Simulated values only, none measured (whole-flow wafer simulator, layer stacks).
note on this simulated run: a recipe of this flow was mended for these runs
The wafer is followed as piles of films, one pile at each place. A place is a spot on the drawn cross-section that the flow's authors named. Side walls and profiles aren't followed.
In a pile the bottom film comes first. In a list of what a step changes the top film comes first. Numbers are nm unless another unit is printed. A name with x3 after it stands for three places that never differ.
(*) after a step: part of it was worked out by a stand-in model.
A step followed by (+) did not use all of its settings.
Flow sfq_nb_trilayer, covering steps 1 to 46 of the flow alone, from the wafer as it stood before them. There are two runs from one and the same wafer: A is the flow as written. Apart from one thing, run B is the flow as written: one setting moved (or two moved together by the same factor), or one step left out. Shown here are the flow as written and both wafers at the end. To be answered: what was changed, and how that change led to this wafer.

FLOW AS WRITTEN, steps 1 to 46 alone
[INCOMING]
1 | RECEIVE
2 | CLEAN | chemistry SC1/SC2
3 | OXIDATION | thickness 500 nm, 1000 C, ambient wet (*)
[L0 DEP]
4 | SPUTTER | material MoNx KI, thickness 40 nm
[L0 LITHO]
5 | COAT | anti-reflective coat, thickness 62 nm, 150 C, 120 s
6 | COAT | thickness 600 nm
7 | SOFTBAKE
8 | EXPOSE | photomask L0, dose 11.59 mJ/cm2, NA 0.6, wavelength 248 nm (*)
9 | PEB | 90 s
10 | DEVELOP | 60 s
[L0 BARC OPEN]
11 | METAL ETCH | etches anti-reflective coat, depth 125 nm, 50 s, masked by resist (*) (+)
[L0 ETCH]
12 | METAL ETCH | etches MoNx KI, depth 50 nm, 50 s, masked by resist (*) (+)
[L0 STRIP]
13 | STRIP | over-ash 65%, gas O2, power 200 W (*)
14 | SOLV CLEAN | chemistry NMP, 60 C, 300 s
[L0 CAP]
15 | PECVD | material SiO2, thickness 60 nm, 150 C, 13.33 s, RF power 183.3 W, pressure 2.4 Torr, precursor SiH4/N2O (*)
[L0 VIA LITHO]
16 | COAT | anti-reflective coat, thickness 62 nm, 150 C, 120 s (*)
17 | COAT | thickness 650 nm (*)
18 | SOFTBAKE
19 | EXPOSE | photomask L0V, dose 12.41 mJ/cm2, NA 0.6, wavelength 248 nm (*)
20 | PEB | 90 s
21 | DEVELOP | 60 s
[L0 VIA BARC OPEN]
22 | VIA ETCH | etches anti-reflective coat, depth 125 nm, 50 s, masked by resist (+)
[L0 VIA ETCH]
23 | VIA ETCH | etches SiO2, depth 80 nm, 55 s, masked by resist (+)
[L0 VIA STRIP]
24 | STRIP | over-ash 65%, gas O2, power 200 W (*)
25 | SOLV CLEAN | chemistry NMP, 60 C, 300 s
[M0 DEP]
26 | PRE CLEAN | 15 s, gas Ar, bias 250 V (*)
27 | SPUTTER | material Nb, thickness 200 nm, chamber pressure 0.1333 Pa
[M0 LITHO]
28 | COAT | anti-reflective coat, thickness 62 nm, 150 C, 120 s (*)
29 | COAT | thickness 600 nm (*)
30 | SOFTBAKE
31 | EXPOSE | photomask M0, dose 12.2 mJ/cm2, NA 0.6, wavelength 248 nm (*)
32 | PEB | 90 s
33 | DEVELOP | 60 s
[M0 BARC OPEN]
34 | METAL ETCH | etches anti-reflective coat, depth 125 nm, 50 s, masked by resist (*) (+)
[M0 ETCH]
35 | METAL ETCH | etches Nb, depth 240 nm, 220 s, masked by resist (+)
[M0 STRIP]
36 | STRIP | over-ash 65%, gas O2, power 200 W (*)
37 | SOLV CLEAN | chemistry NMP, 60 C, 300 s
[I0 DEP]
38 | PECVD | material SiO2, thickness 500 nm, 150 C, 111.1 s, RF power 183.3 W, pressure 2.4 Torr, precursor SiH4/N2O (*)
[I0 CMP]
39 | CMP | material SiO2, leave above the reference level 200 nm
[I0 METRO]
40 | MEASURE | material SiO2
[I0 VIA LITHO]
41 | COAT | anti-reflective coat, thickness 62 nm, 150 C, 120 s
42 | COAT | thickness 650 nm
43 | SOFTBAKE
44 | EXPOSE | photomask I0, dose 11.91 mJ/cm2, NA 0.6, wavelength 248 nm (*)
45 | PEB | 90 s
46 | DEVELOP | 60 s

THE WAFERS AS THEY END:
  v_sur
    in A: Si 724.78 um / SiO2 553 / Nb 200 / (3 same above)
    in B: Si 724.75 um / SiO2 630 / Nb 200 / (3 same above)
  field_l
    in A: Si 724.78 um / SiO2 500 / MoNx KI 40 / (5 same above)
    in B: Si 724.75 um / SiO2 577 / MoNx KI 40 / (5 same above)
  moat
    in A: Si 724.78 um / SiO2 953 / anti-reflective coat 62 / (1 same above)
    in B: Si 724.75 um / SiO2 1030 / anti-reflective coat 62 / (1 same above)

The reason: step 3, OXIDATION: thickness 577 nm was run, though the flow has thickness 500 nm.
One can read it off the wafer: field_l has SiO2 577, and step 3 as written asks for 500 nm.

How this came from the change, step by step:
  3 | OXIDATION | thickness 500 nm, 1000 C, ambient wet (*)
      field_l, v_sur, via_wl and 103 more: A SiO2 gains 500 (new film), chemical SiO2 loses 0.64 (all of it), Si loses 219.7 | B SiO2 gains 577 (new film), chemical SiO2 loses 0.64 (all of it), Si loses 253.6
